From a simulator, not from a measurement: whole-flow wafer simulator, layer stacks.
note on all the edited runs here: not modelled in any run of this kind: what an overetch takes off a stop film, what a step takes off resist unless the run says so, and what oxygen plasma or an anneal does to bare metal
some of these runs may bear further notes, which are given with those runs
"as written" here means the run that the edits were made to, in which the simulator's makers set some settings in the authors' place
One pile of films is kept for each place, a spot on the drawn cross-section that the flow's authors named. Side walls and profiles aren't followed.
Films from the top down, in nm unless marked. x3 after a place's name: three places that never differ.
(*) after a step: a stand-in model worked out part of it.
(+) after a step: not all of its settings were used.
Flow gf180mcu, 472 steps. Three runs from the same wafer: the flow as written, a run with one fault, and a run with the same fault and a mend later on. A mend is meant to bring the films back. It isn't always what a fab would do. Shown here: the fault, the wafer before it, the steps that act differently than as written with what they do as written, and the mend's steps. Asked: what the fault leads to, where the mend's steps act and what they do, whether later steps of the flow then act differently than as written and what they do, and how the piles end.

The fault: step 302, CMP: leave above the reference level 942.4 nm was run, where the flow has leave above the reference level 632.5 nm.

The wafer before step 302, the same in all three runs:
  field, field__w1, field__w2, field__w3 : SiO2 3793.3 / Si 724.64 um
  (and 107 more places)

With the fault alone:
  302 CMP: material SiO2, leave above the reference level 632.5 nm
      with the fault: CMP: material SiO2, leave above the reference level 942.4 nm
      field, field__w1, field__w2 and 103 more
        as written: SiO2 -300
        with the fault: nothing
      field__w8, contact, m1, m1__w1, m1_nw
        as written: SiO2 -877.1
        with the fault: SiO2 -567.2
  Later steps of the flow that act differently than as written (11 more steps differ only slightly, by at most 2% or 0.5 nm, whichever is larger, and aren't shown):
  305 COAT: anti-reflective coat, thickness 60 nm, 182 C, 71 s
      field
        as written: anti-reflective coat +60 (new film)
        with the fault: anti-reflective coat +63.8 (new film)
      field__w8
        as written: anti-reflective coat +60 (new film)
        with the fault: anti-reflective coat +54.2 (new film)
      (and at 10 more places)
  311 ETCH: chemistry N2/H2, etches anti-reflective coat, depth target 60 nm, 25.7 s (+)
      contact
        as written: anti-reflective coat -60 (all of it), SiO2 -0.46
        with the fault: anti-reflective coat -54.1 (all of it), SiO2 -0.61
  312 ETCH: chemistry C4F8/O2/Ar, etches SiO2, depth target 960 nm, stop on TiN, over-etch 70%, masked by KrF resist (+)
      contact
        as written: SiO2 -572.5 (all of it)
        with the fault: SiO2 -882.2 (all of it)
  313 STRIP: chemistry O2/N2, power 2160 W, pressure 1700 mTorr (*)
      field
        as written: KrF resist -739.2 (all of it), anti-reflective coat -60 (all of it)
        with the fault: KrF resist -737.1 (all of it), anti-reflective coat -63.8 (all of it)
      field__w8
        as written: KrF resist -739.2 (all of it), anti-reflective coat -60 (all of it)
        with the fault: KrF resist -738.3 (all of it), anti-reflective coat -54.2 (all of it)
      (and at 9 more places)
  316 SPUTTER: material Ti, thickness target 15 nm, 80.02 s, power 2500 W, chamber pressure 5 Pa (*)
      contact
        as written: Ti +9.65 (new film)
        with the fault: Ti +8.11 (new film)
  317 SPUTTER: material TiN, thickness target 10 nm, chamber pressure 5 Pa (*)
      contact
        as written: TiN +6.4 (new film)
        with the fault: TiN +5.38 (new film)
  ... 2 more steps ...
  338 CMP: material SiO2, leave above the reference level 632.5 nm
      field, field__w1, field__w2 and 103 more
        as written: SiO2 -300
        with the fault: SiO2 -290.6
  At the end the piles differ from the flow's by more than 2% or 0.5 nm, whichever is larger, at field, field__w1, field__w2 and 109 more.
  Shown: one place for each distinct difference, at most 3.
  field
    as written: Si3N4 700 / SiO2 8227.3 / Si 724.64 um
    with the fault: Si3N4 700 / SiO2 8536.7 / Si 724.64 um
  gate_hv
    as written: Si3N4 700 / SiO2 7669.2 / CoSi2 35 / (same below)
    with the fault: Si3N4 700 / SiO2 7978.6 / CoSi2 35 / (same below)
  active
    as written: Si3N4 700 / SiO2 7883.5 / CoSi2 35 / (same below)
    with the fault: Si3N4 700 / SiO2 8192.9 / CoSi2 35 / (same below)

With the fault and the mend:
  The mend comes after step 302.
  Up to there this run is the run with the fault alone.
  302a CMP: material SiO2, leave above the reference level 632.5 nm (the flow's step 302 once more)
      field, field__w1, field__w2 and 103 more
        SiO2 -300
      field__w8, contact, m1, m1__w1, m1_nw
        SiO2 -309.9
  No later step of the flow acts differently than as written at any place that is followed.
  At the end the piles are the same as the flow's at every place that both follow.
